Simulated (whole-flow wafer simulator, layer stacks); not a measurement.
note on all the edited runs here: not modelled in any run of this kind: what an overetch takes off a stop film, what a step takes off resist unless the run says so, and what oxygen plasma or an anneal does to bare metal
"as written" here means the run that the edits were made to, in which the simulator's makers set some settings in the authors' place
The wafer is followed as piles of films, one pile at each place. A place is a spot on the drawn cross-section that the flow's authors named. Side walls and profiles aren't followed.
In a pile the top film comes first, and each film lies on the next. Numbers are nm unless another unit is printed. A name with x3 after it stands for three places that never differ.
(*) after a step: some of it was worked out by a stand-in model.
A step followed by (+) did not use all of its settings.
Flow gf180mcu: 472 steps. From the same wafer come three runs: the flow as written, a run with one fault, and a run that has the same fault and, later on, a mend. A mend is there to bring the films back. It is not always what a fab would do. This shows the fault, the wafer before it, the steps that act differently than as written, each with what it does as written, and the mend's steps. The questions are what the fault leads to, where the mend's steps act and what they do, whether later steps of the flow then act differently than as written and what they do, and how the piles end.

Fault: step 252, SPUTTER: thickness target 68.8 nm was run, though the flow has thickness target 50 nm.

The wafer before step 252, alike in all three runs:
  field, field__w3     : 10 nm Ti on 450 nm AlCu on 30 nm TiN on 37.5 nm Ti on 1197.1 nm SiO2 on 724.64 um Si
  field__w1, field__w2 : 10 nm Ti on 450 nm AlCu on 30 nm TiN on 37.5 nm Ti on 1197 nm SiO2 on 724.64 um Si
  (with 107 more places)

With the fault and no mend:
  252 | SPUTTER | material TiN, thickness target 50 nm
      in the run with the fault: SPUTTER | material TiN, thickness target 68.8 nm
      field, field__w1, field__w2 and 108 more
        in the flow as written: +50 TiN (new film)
        in the run with the fault: +68.8 TiN (new film)
  Steps further on in the flow that do not act as written (not shown: 3 more steps that differ only slightly, by at most 2% or 0.5 nm, whichever is larger):
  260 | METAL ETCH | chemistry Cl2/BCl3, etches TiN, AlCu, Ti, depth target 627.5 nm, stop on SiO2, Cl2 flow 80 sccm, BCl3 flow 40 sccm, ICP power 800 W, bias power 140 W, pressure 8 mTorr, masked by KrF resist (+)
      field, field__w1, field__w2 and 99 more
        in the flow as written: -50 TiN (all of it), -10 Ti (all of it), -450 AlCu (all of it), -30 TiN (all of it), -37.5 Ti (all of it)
        in the run with the fault: -68.8 TiN (all of it), -10 Ti (all of it), -450 AlCu (all of it), -30 TiN (all of it), -37.5 Ti (all of it)
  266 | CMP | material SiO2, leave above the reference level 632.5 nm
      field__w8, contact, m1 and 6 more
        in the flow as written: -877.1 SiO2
        in the run with the fault: -895.9 SiO2
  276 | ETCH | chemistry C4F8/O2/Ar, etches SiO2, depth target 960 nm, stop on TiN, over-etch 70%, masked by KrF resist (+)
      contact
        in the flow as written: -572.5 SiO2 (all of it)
        in the run with the fault: -553.7 SiO2 (all of it)
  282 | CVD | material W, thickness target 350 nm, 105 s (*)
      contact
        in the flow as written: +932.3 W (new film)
        in the run with the fault: +913.3 W (new film)
  By the end, the piles at field__w8, contact, m1 and 6 more depart from the flow's by more than 2% or 0.5 nm, whichever is larger.
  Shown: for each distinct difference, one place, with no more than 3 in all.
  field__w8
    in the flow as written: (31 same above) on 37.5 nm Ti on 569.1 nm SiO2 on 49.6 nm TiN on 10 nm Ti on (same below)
    in the run with the fault: (31 same above) on 37.5 nm Ti on 550.3 nm SiO2 on 68.4 nm TiN on 10 nm Ti on (same below)
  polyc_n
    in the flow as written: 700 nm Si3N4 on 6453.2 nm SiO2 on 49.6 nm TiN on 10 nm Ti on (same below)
    in the run with the fault: 700 nm Si3N4 on 6434.4 nm SiO2 on 68.4 nm TiN on 10 nm Ti on (same below)
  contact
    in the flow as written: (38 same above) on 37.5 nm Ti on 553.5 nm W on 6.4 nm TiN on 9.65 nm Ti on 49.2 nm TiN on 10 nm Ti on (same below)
    in the run with the fault: (38 same above) on 37.5 nm Ti on 534.5 nm W on 6.47 nm TiN on 9.76 nm Ti on 68 nm TiN on 10 nm Ti on (same below)

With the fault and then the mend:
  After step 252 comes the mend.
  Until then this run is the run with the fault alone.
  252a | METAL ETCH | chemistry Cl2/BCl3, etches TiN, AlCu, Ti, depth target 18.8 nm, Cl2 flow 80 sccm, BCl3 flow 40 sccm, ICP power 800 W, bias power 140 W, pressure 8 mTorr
      field, field__w1, field__w2 and 108 more
        -18.8 TiN
  Later steps of the flow that are run all act as written at every place that is followed.
  The piles end the same as the flow's at every place that both follow.
